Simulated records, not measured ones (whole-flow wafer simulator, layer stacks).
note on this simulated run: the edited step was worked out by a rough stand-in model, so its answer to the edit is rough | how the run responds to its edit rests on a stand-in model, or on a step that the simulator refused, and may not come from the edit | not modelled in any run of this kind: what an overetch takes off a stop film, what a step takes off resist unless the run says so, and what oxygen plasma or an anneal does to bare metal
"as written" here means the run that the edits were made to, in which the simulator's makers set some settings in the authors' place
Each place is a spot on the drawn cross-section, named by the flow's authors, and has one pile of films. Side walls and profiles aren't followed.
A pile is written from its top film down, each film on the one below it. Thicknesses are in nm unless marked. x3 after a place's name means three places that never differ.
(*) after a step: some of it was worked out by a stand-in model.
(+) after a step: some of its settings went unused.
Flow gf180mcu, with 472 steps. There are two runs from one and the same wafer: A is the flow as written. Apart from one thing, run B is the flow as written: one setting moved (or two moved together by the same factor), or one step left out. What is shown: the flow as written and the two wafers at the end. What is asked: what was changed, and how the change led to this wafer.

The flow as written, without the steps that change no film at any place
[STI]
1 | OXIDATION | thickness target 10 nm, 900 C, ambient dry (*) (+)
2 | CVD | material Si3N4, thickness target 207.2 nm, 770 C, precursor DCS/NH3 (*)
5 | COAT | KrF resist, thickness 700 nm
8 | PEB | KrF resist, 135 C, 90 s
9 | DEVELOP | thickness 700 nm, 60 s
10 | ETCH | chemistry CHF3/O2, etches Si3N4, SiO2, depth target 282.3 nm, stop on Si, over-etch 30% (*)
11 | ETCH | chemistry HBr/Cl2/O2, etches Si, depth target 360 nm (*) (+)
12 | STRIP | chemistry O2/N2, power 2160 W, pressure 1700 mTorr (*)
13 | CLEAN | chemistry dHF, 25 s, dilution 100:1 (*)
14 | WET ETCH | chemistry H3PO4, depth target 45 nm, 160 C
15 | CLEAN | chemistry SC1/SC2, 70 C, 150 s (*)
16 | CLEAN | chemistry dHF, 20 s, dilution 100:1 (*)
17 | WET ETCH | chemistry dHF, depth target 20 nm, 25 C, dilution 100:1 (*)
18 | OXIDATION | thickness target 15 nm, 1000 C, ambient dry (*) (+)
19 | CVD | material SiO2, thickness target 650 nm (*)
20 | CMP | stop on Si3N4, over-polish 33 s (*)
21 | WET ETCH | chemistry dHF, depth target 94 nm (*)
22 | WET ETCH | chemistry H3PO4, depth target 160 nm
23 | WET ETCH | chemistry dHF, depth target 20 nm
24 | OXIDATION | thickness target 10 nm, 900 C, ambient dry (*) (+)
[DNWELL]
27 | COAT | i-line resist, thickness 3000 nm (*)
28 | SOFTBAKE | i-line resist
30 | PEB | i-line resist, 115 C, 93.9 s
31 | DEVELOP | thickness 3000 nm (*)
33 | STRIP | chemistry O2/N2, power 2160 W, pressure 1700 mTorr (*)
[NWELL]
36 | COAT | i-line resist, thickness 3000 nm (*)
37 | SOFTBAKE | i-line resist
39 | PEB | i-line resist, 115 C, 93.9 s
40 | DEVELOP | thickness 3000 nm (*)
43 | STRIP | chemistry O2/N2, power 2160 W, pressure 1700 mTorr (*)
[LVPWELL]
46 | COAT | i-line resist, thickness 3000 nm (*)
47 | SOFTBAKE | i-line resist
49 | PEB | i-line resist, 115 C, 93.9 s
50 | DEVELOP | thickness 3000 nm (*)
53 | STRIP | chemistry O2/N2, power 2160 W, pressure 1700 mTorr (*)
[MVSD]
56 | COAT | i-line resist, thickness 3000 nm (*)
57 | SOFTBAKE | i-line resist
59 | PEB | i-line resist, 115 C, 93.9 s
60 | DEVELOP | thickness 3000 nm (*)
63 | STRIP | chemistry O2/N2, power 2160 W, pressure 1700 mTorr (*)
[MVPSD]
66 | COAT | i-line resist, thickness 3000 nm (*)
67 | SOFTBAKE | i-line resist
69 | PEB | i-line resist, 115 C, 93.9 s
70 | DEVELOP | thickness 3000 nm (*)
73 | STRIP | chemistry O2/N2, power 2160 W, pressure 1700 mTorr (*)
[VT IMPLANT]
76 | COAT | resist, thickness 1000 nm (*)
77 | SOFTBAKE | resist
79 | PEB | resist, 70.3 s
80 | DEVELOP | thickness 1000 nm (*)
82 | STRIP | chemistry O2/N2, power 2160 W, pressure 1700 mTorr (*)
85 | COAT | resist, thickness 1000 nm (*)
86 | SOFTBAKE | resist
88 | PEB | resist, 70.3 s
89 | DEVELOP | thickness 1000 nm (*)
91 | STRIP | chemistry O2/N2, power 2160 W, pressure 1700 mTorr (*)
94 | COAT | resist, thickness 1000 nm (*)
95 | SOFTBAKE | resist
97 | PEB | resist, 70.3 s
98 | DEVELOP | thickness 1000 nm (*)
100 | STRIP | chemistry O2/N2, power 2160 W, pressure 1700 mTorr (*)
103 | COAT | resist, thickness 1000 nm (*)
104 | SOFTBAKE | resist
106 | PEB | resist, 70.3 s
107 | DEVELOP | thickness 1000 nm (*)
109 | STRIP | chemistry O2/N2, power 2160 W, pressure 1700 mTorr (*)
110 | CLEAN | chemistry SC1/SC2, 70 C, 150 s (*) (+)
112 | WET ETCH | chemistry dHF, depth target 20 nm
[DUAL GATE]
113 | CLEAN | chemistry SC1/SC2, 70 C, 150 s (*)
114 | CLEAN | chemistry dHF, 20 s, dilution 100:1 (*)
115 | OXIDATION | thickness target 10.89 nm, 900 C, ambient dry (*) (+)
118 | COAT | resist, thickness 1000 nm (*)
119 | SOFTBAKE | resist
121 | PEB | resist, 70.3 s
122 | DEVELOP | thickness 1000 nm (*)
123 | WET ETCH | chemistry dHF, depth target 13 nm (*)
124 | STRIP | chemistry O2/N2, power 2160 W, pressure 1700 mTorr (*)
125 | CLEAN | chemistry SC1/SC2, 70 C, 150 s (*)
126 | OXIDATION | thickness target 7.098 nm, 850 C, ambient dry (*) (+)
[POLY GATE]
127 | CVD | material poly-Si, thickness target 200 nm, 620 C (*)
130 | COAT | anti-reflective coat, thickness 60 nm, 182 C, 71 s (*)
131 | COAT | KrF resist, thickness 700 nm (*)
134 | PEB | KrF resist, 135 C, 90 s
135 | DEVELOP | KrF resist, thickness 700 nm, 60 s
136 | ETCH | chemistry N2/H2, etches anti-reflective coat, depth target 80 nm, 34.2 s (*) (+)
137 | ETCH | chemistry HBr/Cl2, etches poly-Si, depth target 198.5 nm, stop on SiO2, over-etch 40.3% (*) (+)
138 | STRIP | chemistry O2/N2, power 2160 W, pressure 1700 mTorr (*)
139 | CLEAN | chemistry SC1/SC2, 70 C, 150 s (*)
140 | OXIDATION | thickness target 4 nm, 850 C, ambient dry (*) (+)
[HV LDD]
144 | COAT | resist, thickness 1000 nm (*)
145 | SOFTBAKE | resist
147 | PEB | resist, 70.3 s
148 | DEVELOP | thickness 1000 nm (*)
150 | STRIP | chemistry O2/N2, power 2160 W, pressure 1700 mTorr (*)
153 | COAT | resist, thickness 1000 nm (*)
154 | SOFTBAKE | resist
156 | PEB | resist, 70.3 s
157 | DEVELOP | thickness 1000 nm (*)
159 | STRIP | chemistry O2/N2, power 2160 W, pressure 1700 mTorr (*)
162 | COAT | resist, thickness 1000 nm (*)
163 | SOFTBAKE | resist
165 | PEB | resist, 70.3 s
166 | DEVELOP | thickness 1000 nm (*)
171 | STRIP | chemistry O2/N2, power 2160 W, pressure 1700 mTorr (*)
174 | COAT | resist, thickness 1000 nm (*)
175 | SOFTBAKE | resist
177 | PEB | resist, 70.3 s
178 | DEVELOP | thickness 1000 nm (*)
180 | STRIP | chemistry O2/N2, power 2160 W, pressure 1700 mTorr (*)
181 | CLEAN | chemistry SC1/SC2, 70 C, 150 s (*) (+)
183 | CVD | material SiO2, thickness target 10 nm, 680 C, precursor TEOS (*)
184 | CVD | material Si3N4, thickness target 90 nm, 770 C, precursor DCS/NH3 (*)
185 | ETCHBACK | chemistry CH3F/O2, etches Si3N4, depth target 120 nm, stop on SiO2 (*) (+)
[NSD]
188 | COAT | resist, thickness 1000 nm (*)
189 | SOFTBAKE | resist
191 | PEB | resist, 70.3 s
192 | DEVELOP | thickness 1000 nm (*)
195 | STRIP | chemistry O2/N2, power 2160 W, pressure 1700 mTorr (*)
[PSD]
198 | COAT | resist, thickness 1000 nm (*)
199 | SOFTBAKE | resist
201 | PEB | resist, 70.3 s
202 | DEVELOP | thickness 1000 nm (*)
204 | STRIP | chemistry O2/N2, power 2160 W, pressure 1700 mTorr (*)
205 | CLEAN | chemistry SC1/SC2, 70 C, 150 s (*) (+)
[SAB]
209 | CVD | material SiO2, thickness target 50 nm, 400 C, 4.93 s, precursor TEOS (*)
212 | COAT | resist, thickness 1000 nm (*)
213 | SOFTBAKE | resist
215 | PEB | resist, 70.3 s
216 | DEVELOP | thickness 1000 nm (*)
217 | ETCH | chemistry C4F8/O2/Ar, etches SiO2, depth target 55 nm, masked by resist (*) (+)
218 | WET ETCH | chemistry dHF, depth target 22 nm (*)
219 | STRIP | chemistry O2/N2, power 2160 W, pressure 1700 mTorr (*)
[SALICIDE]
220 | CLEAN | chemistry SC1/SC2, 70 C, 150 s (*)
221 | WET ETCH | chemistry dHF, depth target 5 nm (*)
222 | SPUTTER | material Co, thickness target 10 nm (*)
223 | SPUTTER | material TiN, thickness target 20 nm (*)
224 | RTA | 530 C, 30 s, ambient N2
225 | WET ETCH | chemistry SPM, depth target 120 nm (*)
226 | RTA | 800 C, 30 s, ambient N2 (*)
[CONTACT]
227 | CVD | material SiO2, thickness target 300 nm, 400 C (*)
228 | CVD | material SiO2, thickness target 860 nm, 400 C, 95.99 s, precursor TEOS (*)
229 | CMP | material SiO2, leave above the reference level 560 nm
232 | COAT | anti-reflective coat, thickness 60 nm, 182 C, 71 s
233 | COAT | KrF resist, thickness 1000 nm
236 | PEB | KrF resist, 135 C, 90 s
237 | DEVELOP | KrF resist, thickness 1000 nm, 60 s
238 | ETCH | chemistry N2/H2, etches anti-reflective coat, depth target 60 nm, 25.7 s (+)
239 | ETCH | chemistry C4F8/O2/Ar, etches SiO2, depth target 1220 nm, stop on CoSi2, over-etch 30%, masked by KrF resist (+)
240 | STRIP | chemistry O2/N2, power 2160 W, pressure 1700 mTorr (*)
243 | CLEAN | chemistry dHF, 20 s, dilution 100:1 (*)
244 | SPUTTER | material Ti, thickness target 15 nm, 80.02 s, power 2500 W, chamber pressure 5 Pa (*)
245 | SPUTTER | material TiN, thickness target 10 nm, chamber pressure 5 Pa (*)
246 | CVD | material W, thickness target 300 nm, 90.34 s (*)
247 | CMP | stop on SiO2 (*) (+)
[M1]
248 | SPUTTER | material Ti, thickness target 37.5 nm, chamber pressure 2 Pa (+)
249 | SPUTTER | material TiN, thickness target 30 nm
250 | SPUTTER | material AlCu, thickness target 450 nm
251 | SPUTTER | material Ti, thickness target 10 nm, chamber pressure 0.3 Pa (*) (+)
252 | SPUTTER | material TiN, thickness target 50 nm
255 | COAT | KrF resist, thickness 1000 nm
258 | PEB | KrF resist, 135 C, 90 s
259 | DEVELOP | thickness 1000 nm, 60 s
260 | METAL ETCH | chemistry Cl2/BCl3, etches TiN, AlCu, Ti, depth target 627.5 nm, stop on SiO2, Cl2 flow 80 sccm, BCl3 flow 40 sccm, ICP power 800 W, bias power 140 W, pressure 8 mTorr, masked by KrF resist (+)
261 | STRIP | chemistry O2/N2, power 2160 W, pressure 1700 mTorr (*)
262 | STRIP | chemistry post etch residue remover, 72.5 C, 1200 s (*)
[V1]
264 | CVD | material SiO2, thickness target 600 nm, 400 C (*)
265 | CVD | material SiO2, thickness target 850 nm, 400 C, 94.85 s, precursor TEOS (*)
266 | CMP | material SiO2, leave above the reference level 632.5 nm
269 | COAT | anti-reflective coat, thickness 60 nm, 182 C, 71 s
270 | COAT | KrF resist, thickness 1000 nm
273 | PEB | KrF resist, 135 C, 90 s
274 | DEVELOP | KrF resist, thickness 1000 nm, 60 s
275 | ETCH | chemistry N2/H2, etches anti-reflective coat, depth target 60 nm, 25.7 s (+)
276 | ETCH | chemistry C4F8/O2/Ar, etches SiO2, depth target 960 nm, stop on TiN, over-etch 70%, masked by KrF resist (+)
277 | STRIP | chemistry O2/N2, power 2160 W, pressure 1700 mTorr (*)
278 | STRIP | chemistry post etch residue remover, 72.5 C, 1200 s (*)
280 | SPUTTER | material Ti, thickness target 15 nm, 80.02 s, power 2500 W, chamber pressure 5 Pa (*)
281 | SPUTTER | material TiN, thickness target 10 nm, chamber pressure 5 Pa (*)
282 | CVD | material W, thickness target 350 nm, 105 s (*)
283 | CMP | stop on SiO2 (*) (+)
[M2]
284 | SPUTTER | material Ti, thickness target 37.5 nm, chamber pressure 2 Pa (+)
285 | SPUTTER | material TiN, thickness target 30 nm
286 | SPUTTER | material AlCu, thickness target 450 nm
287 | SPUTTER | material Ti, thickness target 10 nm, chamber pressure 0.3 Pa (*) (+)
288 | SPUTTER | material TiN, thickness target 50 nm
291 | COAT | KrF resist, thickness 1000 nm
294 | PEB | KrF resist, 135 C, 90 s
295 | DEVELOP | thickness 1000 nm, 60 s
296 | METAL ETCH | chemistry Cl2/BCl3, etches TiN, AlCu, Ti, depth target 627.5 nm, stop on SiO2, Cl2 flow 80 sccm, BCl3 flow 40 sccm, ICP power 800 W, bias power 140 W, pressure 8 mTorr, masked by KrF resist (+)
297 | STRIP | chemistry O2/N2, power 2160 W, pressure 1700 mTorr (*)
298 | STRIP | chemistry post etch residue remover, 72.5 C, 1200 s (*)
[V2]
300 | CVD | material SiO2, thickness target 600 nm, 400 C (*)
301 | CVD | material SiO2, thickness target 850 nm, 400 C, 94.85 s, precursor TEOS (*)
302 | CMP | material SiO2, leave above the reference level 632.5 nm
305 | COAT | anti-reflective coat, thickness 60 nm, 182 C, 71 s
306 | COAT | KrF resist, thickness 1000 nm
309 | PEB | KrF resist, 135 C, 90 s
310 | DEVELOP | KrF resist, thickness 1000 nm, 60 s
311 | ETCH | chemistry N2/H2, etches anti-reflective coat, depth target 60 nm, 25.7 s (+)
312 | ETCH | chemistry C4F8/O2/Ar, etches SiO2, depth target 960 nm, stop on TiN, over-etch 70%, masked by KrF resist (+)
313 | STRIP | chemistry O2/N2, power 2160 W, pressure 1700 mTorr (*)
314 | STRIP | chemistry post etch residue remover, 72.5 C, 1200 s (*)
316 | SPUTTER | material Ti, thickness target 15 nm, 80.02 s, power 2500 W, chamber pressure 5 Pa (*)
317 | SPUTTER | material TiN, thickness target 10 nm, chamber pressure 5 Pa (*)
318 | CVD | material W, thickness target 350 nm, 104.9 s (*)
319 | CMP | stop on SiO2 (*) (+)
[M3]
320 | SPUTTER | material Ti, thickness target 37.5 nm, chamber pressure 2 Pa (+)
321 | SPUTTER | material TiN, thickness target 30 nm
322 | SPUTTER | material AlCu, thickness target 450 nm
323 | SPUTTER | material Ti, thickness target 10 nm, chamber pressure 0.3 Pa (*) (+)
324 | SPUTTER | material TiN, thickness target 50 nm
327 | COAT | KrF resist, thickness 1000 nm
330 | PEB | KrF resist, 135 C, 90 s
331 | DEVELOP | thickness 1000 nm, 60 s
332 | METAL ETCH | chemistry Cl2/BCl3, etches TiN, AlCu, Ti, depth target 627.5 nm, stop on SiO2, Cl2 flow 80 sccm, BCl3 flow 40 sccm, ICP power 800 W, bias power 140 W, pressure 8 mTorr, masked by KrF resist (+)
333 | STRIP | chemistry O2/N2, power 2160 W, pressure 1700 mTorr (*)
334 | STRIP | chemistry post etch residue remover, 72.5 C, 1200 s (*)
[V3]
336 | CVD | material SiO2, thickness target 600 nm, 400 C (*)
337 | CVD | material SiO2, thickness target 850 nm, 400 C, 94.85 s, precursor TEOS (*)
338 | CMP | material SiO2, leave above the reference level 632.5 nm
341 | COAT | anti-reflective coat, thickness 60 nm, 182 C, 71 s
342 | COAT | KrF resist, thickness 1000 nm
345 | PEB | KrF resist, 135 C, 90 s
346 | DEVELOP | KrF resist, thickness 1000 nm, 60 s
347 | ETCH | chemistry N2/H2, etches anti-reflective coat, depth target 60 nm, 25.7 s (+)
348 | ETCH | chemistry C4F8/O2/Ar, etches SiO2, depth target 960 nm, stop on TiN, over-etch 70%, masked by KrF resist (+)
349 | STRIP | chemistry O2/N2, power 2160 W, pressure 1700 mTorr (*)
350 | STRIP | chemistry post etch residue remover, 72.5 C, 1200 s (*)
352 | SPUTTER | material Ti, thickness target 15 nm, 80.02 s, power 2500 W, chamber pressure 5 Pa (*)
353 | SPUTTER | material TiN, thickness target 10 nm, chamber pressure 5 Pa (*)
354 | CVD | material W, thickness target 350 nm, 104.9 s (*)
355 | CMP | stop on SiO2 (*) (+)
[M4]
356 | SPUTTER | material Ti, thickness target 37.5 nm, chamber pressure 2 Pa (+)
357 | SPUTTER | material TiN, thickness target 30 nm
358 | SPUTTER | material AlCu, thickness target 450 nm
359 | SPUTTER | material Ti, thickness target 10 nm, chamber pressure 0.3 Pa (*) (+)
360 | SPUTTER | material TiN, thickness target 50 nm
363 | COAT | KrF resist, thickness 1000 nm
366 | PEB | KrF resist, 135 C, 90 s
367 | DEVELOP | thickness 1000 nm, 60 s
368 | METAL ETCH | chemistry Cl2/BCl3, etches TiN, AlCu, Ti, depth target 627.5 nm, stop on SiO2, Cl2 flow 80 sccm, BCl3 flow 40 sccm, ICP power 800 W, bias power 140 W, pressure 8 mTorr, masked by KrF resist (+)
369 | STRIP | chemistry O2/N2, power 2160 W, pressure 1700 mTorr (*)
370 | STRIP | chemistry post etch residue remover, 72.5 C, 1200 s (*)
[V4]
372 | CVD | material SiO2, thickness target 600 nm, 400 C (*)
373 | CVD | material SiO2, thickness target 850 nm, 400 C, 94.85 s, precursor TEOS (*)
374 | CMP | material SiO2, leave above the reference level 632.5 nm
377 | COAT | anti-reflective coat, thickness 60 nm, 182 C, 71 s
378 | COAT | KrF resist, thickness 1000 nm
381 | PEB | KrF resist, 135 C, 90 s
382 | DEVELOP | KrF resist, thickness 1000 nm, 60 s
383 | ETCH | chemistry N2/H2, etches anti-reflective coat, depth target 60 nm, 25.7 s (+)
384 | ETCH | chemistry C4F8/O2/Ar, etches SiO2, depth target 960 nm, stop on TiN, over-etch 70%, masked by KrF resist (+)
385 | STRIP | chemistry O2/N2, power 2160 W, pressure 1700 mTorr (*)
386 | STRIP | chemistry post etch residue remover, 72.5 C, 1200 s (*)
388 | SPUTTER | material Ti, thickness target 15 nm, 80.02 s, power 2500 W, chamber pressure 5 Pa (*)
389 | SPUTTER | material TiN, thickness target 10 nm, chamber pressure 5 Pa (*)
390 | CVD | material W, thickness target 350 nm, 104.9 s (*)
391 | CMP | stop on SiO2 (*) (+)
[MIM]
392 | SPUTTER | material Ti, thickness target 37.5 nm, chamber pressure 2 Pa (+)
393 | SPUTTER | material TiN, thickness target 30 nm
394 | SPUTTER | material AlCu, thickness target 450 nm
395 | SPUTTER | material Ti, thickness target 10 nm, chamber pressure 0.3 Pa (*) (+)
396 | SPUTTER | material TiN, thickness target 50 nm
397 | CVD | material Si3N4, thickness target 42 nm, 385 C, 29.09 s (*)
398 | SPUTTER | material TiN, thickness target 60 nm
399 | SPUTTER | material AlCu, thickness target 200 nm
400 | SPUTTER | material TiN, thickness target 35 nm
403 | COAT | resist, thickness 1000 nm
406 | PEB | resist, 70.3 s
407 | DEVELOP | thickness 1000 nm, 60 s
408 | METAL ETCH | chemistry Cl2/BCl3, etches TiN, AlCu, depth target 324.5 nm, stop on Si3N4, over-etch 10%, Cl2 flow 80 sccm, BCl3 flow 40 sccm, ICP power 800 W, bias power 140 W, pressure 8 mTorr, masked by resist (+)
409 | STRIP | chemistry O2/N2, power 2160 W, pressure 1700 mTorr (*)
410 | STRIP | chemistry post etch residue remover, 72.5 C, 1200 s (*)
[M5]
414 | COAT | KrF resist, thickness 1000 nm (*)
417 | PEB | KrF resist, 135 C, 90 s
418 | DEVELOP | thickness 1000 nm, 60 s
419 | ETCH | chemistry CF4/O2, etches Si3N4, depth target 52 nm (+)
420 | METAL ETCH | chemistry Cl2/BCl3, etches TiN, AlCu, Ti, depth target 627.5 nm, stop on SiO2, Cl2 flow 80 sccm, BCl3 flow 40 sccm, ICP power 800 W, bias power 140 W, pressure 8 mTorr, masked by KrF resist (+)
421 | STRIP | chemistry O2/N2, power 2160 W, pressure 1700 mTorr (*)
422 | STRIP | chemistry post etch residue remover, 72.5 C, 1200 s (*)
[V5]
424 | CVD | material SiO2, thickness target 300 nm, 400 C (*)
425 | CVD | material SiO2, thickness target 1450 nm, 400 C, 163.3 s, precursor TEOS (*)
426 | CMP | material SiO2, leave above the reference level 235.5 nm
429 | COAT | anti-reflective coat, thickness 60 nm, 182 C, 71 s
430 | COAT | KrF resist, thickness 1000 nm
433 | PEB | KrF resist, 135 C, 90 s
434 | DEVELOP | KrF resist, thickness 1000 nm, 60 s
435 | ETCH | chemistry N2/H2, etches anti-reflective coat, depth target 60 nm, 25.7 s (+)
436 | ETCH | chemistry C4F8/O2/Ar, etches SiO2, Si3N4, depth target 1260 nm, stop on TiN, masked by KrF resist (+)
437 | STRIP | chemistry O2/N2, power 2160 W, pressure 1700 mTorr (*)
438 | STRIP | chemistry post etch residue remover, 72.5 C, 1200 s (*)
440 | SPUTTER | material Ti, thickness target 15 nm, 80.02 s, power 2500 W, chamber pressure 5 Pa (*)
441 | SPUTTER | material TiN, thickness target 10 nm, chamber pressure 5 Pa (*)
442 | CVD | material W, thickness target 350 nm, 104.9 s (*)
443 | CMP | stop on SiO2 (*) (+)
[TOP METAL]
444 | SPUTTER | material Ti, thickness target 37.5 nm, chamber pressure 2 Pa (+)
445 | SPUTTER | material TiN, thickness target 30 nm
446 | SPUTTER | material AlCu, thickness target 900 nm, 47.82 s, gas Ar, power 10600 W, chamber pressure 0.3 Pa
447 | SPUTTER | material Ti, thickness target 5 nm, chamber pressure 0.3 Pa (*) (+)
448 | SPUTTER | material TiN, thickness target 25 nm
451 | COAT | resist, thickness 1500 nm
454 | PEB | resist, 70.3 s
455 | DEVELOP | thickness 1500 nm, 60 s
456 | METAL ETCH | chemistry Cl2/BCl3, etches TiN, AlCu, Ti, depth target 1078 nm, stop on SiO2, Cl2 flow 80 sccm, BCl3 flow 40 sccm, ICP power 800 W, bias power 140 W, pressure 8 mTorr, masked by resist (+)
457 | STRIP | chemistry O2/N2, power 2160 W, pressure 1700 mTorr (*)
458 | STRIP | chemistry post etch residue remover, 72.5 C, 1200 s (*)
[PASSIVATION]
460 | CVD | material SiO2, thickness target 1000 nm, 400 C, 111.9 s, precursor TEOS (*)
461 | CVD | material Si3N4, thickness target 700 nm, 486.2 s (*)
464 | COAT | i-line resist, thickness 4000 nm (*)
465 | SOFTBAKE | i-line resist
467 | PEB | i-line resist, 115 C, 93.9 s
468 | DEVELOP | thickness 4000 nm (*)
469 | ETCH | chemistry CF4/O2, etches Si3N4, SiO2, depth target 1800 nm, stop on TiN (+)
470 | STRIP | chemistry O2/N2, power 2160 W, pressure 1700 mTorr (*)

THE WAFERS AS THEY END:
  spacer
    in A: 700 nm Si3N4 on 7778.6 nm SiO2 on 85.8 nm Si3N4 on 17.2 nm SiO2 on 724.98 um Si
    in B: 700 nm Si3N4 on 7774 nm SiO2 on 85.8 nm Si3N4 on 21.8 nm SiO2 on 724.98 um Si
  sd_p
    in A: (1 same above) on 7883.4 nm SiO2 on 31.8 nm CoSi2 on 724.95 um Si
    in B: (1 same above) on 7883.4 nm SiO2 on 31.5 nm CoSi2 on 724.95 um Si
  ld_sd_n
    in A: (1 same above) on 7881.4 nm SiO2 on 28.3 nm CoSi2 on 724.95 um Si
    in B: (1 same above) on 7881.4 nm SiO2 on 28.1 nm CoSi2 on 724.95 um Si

The reason: step 183, CVD: thickness target 14.6 nm was run, whereas the flow has thickness target 10 nm.

The path from the change to this, step by step:
  183 | CVD | material SiO2, thickness target 10 nm, 680 C, precursor TEOS (*)
      field, field__w1, field__w2 and 99 more: A SiO2 gains 10 | B SiO2 gains 14.6
      ld_drift_p: A SiO2 gains 9.87 | B SiO2 gains 14.4
      (also at 1 further place)
  189 | SOFTBAKE | resist
      field__w9: A resist gains 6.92 | B resist loses 3.09
      field_sub__w1: A resist gains 7.47 | B resist gains 9.76
  199 | SOFTBAKE | resist
      field__w9: A resist gains 6.92 | B resist loses 3.09
      field_sub__w1: A resist gains 7.47 | B resist gains 9.76
  218 | WET ETCH | chemistry dHF, depth target 22 nm (*)
      gate, gate_hv, gate_p and 23 more: A SiO2 loses 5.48 (all of it) | B SiO2 loses 10.1 (all of it)
      field, field__w10, sti and 14 more: A SiO2 loses 24.5 | B SiO2 loses 25.2
      (also at 55 further places)
  229 | CMP | material SiO2, leave above the reference level 560 nm
      field__w3: A SiO2 loses 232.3 | B SiO2 loses 237.1
      field__w12: A SiO2 loses 232.1 | B SiO2 loses 236.9
      (also at 1 further place)
